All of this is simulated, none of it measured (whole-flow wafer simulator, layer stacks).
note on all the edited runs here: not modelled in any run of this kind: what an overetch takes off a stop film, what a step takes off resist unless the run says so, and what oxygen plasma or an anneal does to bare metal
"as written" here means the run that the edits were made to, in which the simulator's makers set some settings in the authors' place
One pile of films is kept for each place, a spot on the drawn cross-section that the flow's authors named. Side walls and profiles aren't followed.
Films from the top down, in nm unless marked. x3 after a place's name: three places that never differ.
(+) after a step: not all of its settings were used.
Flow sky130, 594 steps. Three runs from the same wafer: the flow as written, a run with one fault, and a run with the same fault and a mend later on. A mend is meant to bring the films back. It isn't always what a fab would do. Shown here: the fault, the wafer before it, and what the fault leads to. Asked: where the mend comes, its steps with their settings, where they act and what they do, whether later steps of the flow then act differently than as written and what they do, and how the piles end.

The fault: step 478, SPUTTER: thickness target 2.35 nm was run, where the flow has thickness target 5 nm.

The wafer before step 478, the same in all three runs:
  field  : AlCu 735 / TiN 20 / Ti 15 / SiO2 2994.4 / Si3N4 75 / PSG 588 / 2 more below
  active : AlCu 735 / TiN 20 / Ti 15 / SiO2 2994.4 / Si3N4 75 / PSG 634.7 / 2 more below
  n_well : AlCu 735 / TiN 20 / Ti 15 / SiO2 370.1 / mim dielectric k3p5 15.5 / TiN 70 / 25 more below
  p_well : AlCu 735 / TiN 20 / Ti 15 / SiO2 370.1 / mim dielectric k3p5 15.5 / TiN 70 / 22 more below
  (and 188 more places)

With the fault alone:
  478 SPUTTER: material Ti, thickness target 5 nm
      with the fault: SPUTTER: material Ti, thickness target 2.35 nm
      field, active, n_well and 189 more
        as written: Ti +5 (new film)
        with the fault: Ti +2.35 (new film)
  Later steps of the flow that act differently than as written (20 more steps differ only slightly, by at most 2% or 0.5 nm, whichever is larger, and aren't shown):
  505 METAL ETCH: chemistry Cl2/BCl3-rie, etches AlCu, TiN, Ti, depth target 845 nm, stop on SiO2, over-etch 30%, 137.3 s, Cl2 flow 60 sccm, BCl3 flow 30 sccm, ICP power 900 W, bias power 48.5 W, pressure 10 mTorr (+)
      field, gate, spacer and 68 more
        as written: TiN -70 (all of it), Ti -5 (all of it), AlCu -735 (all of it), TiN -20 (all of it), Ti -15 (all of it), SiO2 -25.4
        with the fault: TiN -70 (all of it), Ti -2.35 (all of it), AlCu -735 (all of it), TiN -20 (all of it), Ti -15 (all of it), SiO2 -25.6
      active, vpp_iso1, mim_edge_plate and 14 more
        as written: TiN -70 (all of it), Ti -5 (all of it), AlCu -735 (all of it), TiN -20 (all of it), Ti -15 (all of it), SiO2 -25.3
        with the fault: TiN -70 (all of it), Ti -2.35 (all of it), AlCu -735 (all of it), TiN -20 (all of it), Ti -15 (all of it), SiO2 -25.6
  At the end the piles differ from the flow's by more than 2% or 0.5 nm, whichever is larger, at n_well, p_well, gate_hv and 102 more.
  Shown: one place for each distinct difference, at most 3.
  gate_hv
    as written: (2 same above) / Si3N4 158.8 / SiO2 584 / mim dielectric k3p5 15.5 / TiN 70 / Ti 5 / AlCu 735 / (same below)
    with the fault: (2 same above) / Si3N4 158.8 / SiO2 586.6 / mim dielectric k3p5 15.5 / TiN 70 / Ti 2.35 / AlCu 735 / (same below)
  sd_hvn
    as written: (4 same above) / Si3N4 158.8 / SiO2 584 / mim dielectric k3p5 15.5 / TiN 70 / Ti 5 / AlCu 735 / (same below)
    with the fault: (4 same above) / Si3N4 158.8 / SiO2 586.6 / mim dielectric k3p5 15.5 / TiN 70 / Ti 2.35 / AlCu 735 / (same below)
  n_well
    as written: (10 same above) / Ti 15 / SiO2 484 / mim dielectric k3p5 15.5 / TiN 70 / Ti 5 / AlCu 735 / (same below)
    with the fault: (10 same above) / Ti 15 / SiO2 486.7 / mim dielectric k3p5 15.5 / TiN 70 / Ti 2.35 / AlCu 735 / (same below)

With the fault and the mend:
  The mend comes after step 478.
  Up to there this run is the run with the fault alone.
  478a SPUTTER: material Ti, thickness target 2.65 nm (the flow's step 478 once more, with other settings)
      field, active, n_well and 189 more
        Ti +2.65
  No later step of the flow acts differently than as written at any place that is followed.
  At the end the piles are the same as the flow's at every place that both follow.
